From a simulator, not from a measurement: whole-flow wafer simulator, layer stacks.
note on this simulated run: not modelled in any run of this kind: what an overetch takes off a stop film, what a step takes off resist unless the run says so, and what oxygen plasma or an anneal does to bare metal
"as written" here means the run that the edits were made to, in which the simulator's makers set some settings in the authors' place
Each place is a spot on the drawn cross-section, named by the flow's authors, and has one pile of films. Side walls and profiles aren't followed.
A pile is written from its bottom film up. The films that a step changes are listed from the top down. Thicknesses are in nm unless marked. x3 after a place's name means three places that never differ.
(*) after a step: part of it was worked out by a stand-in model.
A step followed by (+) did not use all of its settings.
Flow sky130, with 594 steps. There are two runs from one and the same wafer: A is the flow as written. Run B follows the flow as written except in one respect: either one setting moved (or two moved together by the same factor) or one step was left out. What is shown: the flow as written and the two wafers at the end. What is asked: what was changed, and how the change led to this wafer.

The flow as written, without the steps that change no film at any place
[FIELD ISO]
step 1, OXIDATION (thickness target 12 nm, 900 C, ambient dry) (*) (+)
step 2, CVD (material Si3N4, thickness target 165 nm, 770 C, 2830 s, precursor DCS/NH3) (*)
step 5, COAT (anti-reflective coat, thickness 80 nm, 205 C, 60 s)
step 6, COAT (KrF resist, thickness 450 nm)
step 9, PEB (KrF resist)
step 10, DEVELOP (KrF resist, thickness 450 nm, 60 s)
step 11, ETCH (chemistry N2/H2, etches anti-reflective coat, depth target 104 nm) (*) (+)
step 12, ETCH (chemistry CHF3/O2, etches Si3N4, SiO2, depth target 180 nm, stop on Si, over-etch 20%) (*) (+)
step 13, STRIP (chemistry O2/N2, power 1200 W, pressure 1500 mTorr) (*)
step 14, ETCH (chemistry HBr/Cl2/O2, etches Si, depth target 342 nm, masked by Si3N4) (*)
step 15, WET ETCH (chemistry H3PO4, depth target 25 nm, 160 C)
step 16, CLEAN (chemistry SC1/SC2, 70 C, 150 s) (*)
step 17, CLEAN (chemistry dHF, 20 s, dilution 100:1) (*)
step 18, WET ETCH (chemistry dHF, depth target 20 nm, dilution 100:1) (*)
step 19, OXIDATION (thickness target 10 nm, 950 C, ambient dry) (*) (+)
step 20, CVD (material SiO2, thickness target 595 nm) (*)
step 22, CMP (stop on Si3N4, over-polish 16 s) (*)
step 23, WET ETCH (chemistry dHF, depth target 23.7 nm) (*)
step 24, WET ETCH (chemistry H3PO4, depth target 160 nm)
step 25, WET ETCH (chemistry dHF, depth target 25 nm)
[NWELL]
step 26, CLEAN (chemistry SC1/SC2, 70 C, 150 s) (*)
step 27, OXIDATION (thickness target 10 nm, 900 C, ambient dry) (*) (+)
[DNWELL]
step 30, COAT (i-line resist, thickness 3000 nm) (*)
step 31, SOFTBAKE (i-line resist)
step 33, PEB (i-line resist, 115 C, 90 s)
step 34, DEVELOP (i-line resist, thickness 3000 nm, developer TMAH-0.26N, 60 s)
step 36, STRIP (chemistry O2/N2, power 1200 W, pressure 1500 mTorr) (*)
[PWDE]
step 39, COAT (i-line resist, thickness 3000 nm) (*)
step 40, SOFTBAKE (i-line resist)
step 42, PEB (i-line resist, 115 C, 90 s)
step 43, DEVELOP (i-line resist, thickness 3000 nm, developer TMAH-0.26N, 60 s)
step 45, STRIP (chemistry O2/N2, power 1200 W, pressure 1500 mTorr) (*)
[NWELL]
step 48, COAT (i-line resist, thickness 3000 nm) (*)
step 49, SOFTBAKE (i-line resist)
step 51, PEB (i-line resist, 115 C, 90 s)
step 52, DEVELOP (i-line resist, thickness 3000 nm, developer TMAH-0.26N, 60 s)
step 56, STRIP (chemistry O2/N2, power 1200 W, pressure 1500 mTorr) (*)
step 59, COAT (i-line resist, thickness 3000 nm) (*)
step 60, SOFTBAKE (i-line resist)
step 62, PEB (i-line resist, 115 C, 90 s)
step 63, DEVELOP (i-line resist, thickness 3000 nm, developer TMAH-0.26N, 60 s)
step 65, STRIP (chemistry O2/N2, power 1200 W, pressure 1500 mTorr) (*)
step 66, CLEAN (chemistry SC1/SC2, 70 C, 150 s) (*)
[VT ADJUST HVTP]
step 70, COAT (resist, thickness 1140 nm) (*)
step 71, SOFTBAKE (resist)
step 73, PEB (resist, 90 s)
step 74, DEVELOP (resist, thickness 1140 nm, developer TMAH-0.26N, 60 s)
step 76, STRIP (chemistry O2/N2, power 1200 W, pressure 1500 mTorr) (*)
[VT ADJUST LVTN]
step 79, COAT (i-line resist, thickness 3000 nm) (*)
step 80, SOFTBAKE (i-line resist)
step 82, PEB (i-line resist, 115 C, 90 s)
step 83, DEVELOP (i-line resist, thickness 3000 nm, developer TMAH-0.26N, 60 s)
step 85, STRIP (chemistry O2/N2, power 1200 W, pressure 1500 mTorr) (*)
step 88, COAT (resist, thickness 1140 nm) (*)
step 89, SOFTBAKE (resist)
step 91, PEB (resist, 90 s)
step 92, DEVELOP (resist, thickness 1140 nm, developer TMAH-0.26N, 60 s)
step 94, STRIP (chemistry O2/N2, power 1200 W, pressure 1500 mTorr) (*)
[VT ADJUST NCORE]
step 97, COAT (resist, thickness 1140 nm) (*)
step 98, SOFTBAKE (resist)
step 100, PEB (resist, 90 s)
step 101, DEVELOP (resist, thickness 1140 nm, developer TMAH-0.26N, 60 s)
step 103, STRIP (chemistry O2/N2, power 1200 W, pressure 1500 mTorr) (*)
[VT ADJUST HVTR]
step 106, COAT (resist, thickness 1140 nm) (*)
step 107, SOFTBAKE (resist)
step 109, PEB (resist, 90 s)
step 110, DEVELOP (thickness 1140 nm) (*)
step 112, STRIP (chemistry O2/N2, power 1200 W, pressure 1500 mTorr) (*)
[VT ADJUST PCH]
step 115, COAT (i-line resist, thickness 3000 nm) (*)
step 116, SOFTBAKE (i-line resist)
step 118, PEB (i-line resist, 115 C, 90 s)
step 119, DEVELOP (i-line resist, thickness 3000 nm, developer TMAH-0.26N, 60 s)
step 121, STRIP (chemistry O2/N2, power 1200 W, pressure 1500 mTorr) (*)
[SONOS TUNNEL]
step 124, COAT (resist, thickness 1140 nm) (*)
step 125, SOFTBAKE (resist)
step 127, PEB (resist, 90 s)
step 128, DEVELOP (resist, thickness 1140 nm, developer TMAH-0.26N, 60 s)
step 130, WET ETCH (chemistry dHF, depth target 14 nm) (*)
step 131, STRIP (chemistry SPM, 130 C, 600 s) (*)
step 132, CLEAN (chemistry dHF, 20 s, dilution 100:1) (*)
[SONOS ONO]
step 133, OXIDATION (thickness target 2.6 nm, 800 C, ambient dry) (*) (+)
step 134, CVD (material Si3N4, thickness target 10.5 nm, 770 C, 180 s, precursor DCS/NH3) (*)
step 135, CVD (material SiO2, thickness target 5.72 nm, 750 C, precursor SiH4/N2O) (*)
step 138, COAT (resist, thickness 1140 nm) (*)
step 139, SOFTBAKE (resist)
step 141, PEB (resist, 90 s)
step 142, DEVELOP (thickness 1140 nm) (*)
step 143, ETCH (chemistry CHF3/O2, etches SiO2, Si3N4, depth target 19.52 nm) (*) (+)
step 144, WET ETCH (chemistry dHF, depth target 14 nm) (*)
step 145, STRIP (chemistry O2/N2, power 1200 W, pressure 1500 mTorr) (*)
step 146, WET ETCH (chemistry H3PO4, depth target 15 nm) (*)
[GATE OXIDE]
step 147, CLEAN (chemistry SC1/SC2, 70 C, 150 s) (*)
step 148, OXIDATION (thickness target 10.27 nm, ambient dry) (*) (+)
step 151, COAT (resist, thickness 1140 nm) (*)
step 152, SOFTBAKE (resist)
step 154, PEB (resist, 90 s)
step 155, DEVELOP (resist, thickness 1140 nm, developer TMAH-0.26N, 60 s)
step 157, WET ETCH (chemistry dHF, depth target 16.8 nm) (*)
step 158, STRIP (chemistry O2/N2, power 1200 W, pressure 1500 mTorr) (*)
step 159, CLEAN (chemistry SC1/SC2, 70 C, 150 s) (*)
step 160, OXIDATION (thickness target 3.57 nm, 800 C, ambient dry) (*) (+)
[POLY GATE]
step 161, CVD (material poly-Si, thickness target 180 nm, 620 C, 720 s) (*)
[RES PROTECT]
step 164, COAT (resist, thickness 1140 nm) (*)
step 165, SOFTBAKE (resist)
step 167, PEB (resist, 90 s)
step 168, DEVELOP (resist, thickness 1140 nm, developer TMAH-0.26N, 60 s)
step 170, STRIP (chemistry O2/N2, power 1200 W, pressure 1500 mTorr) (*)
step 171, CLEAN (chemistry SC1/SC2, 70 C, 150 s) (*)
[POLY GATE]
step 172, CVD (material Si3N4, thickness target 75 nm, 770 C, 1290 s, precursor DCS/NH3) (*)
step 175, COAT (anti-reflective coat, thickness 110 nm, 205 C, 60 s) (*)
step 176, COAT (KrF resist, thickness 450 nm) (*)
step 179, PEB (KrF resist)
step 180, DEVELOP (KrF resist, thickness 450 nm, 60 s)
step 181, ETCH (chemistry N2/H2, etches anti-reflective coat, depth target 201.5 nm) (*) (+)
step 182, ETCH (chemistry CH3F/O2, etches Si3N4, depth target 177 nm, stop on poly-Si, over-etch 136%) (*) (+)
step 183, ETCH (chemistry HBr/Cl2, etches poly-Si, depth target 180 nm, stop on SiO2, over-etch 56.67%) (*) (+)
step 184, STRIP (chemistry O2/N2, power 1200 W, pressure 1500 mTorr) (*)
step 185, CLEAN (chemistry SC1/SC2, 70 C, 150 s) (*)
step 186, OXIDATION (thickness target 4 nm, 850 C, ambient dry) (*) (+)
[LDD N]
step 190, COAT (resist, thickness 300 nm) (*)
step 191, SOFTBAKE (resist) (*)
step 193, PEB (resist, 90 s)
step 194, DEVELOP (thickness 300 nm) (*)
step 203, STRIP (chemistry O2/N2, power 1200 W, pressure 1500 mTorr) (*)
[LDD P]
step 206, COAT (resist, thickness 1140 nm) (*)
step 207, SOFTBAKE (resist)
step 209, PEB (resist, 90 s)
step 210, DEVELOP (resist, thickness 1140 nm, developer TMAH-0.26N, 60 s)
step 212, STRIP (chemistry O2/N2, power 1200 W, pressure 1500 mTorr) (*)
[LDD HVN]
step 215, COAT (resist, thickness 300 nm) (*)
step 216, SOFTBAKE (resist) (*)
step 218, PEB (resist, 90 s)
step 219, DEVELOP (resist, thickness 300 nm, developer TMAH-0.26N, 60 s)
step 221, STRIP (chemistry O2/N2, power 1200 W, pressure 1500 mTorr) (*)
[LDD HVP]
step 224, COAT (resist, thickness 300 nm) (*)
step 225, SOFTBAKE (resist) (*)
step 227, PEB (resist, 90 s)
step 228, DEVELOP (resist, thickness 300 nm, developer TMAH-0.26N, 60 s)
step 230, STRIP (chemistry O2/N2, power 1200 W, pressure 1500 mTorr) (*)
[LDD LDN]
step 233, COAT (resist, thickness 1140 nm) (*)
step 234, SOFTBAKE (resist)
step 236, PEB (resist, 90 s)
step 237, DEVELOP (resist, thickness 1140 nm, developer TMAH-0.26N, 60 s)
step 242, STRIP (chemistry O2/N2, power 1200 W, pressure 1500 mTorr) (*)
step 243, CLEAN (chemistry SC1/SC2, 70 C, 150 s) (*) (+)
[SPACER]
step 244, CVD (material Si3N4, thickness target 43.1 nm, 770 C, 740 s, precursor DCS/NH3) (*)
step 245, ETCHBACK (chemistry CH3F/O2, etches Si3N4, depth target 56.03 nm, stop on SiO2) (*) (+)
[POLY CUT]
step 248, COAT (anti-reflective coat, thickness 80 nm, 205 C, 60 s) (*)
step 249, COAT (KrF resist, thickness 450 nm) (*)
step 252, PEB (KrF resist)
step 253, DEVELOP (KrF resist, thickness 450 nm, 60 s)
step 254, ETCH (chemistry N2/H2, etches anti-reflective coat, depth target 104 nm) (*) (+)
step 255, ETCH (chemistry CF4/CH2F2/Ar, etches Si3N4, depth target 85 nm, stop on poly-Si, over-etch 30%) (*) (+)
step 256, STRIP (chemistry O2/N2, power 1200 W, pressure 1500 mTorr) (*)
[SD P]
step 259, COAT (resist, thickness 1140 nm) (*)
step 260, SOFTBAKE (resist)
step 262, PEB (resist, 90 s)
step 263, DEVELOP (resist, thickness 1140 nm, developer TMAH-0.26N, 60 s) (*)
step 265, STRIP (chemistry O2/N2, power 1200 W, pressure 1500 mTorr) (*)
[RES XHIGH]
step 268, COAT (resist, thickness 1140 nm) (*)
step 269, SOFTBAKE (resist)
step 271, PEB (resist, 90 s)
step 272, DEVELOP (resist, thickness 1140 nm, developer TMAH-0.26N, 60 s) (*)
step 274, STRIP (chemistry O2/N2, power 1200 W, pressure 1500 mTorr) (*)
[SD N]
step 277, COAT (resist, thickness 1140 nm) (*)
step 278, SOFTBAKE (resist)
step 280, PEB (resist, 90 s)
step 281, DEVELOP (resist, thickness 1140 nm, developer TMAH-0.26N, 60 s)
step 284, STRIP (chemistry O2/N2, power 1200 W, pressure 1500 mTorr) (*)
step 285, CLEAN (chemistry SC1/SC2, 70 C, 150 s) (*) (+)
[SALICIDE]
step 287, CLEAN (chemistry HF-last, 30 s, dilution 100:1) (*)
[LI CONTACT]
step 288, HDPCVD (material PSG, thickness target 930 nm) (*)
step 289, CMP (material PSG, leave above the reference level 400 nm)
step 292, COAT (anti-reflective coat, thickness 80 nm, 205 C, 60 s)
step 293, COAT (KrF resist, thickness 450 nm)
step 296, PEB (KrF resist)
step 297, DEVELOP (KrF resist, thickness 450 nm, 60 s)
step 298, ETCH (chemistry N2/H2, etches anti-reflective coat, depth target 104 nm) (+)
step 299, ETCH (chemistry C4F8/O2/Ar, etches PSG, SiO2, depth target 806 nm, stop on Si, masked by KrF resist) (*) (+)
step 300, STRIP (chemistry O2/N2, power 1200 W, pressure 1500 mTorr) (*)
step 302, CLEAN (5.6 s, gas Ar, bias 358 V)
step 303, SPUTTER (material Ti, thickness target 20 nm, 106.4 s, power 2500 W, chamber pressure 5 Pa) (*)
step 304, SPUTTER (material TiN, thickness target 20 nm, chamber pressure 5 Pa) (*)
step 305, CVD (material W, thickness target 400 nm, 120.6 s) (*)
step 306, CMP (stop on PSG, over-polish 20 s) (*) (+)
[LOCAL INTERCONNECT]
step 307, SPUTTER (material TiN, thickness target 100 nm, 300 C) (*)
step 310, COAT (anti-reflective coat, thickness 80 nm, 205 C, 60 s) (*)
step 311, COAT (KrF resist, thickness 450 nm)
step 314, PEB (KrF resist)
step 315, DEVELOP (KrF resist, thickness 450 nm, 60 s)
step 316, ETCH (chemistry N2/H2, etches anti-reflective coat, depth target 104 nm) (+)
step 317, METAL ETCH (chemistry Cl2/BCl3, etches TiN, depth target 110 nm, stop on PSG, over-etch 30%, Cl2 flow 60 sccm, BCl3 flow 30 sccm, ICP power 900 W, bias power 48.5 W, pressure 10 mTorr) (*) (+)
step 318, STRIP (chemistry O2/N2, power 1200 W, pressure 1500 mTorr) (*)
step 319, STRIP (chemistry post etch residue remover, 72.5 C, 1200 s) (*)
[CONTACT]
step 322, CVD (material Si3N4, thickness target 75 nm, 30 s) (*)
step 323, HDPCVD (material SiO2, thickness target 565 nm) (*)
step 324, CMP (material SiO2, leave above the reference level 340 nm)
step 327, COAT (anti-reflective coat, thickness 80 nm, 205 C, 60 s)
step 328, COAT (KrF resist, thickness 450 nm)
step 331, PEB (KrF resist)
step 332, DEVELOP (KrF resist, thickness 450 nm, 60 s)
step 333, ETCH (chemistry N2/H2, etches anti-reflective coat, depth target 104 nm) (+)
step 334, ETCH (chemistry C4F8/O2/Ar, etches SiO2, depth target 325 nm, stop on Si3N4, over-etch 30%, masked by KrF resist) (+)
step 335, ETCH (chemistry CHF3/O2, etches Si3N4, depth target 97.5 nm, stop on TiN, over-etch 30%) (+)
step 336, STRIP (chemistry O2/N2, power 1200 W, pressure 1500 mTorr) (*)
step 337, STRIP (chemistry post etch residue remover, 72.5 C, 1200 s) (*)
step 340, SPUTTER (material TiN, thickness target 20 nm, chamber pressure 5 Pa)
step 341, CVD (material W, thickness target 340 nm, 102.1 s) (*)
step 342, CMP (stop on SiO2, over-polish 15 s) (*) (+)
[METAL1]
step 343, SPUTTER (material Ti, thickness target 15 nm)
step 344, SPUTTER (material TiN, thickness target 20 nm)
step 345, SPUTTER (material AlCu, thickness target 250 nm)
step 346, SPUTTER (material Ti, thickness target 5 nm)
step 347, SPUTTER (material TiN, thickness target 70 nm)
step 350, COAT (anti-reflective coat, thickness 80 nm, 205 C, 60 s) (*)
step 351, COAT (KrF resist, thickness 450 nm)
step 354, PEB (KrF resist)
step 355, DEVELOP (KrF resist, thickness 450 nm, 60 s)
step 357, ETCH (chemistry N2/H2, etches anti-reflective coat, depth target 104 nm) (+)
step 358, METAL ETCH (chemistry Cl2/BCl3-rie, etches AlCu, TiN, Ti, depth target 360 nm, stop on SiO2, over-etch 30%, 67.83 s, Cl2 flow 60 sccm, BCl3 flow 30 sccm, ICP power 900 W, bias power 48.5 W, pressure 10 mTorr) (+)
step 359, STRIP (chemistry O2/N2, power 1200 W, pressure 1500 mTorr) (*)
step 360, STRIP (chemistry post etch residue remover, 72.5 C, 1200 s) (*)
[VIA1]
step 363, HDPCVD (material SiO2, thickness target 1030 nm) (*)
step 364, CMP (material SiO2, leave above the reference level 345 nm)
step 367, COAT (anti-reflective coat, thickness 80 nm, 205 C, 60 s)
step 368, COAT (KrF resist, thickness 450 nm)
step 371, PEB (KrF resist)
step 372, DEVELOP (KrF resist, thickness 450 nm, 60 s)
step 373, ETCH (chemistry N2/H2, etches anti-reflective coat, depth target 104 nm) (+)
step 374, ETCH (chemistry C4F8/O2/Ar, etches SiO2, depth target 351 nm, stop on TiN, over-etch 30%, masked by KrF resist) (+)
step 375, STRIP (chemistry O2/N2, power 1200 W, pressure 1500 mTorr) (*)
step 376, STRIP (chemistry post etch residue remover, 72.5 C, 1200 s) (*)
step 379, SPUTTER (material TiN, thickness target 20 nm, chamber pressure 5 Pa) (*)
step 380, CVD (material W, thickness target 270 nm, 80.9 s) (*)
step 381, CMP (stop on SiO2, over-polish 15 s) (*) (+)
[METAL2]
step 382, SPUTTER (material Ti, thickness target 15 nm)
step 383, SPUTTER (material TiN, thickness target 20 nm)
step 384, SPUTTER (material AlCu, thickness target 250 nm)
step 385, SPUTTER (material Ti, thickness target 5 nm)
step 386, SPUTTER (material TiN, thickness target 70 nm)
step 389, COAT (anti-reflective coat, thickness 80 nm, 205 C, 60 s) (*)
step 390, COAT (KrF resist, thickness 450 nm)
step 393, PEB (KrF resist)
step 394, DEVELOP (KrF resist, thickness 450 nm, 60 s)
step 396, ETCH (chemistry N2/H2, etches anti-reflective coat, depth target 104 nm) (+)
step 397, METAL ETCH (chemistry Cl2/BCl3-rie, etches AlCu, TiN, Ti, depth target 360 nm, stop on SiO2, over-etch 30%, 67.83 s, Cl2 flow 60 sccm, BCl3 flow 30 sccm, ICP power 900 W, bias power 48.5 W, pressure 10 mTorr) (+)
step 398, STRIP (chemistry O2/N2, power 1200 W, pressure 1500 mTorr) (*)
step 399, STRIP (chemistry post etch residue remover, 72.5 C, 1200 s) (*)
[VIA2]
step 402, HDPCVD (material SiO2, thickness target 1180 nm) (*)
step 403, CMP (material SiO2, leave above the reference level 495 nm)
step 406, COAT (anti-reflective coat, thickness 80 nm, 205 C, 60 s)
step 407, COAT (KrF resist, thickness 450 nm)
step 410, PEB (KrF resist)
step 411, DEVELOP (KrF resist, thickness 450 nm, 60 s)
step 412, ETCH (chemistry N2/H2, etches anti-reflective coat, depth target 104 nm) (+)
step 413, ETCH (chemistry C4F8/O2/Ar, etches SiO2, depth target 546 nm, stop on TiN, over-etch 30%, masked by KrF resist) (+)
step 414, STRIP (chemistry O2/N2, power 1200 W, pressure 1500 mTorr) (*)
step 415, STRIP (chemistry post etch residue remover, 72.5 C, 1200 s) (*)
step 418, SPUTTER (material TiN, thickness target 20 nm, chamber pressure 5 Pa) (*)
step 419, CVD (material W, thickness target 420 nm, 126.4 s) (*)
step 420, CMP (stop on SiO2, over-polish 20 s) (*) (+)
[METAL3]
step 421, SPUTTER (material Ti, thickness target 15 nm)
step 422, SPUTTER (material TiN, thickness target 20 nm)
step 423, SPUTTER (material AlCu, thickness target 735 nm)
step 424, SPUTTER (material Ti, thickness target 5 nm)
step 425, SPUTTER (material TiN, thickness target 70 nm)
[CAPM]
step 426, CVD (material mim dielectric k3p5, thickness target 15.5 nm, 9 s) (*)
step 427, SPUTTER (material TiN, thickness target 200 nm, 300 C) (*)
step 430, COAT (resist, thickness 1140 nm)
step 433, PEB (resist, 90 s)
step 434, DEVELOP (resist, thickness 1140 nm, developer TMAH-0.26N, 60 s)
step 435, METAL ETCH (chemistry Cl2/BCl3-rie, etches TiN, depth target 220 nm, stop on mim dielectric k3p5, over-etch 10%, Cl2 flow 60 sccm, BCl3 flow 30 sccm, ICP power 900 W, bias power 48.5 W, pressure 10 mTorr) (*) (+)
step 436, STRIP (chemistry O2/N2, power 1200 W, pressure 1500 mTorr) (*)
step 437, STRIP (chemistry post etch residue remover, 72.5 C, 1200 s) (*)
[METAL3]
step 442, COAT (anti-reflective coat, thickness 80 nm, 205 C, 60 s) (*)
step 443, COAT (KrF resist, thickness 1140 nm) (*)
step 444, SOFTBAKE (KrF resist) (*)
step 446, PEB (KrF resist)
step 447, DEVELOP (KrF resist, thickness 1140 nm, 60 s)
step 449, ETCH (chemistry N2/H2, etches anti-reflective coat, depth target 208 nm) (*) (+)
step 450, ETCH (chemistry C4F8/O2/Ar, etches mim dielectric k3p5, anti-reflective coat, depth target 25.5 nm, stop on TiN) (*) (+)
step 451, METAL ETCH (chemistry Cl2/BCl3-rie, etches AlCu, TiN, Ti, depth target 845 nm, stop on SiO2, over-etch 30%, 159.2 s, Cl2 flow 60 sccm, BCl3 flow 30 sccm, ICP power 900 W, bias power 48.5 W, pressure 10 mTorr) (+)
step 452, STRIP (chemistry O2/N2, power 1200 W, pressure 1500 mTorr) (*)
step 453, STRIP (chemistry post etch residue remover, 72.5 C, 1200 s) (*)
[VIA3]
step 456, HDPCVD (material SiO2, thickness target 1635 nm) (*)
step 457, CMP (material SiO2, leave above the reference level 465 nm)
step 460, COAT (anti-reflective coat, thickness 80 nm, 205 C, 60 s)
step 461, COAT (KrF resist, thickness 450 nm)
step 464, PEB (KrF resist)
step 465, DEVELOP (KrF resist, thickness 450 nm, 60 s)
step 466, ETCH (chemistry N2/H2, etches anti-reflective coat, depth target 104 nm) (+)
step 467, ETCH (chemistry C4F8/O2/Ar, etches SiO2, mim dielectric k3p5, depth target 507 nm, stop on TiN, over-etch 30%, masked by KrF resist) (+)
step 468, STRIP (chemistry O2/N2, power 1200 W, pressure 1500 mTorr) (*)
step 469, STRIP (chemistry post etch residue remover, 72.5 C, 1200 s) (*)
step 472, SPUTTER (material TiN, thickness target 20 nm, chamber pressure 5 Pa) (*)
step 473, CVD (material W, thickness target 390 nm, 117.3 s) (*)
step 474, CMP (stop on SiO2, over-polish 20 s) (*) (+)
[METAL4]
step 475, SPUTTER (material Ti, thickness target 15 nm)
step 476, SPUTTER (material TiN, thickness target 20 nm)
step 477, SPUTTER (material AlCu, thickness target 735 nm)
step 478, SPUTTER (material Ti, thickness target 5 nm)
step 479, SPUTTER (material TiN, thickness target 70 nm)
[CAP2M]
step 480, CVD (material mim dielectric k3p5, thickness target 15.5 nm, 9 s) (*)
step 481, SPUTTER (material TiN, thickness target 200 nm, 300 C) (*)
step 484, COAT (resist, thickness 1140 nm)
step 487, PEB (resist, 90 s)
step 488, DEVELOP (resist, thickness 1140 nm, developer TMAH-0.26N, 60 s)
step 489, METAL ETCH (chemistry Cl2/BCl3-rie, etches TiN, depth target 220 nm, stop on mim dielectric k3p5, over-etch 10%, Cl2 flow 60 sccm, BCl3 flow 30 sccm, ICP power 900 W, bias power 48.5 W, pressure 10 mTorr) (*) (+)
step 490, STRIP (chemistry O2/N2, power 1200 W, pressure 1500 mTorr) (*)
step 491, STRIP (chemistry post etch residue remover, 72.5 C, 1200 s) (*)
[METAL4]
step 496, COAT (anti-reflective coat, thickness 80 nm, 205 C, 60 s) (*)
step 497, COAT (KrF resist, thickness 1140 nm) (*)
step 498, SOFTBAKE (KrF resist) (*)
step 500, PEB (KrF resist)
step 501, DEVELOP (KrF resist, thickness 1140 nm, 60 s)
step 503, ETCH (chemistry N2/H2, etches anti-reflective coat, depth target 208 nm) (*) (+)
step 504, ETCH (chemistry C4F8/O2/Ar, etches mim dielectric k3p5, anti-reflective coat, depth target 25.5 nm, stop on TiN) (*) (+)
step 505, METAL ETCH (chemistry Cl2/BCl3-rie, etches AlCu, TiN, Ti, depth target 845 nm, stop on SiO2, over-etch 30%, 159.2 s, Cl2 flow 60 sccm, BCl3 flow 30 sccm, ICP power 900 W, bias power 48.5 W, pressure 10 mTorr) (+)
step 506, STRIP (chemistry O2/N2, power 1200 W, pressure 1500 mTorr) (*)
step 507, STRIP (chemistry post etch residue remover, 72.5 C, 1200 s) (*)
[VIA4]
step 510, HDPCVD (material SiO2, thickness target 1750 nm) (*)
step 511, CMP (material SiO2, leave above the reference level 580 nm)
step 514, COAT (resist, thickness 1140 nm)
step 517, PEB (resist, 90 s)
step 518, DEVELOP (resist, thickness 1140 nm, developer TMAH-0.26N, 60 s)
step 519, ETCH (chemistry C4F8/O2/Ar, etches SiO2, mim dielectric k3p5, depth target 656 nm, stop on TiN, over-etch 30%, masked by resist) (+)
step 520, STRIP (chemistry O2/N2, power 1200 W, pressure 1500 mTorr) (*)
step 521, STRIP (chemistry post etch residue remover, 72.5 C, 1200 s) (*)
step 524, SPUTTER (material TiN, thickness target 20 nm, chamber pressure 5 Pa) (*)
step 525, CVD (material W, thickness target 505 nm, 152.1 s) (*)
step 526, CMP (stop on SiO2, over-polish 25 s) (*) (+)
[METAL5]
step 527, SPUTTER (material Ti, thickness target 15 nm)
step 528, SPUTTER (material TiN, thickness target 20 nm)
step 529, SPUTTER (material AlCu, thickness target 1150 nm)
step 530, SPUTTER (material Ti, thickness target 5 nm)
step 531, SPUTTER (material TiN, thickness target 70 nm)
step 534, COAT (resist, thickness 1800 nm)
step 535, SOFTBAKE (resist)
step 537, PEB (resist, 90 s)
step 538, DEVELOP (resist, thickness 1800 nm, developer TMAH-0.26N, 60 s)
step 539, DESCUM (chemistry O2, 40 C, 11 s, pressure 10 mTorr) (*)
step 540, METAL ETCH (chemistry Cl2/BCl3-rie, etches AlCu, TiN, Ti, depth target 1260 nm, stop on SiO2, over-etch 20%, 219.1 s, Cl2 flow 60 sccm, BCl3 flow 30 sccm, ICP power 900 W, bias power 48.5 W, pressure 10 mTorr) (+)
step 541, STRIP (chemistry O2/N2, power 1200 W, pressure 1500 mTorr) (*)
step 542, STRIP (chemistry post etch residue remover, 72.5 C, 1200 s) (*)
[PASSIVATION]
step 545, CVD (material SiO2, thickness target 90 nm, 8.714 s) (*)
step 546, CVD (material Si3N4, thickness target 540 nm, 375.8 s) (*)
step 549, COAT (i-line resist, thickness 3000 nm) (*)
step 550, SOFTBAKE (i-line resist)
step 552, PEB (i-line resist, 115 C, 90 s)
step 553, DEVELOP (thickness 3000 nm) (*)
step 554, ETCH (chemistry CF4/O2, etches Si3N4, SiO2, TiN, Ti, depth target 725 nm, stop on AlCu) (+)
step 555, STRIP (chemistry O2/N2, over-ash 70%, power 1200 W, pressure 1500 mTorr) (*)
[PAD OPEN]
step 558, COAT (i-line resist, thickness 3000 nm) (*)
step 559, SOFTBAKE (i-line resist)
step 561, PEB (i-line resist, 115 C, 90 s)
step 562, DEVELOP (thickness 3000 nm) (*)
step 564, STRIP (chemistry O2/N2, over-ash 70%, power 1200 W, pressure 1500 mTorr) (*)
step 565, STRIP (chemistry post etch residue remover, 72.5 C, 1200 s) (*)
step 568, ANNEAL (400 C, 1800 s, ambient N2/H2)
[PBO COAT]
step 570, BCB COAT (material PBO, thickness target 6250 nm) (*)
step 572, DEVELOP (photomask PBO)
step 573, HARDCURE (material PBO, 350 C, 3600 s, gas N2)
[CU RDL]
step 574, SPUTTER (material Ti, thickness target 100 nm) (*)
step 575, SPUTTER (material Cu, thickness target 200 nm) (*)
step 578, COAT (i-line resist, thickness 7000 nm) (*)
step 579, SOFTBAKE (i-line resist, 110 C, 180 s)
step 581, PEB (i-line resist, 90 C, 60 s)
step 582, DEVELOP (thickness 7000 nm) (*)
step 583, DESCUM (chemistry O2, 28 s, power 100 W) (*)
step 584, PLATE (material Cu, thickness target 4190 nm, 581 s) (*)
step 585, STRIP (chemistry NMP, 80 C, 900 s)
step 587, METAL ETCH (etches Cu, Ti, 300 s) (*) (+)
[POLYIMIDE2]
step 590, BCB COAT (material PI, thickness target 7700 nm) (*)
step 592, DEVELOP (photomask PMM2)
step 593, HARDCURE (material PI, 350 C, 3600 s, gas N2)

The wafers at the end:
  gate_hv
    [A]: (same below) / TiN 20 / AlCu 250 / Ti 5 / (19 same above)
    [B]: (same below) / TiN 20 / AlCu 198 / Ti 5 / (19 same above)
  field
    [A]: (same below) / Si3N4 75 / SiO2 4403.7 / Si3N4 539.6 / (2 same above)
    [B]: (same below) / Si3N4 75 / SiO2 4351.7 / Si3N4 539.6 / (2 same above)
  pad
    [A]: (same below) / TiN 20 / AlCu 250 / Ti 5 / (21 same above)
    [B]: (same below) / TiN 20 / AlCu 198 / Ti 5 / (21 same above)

What caused this: step 384, SPUTTER: thickness target 198 nm was run, while the flow as written has thickness target 250 nm.
One can read it off the wafer: gate_hv has AlCu 198, and step 384 as written asks for 250 nm.

Step by step, how the change led to this:
  step 384, SPUTTER (material AlCu, thickness target 250 nm)
      field, active, n_well and 188 more: A AlCu gains 250 (new film) | B AlCu gains 198 (new film)
  step 397, METAL ETCH (chemistry Cl2/BCl3-rie, etches AlCu, TiN, Ti, depth target 360 nm, stop on SiO2, over-etch 30%, 67.83 s, Cl2 flow 60 sccm, BCl3 flow 30 sccm, ICP power 900 W, bias power 48.5 W, pressure 10 mTorr) (+)
      field, active, gate and 82 more: A TiN loses 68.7 (all of it), Ti loses 5 (all of it), AlCu loses 250 (all of it), TiN loses 20 (all of it), Ti loses 15 (all of it), SiO2 loses 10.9 | B TiN loses 68.7 (all of it), Ti loses 5 (all of it), AlCu loses 198 (all of it), TiN loses 20 (all of it), Ti loses 15 (all of it), SiO2 loses 16.1
  step 403, CMP (material SiO2, leave above the reference level 495 nm)
      field, active, gate and 82 more: A SiO2 loses 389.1 | B SiO2 loses 435.9
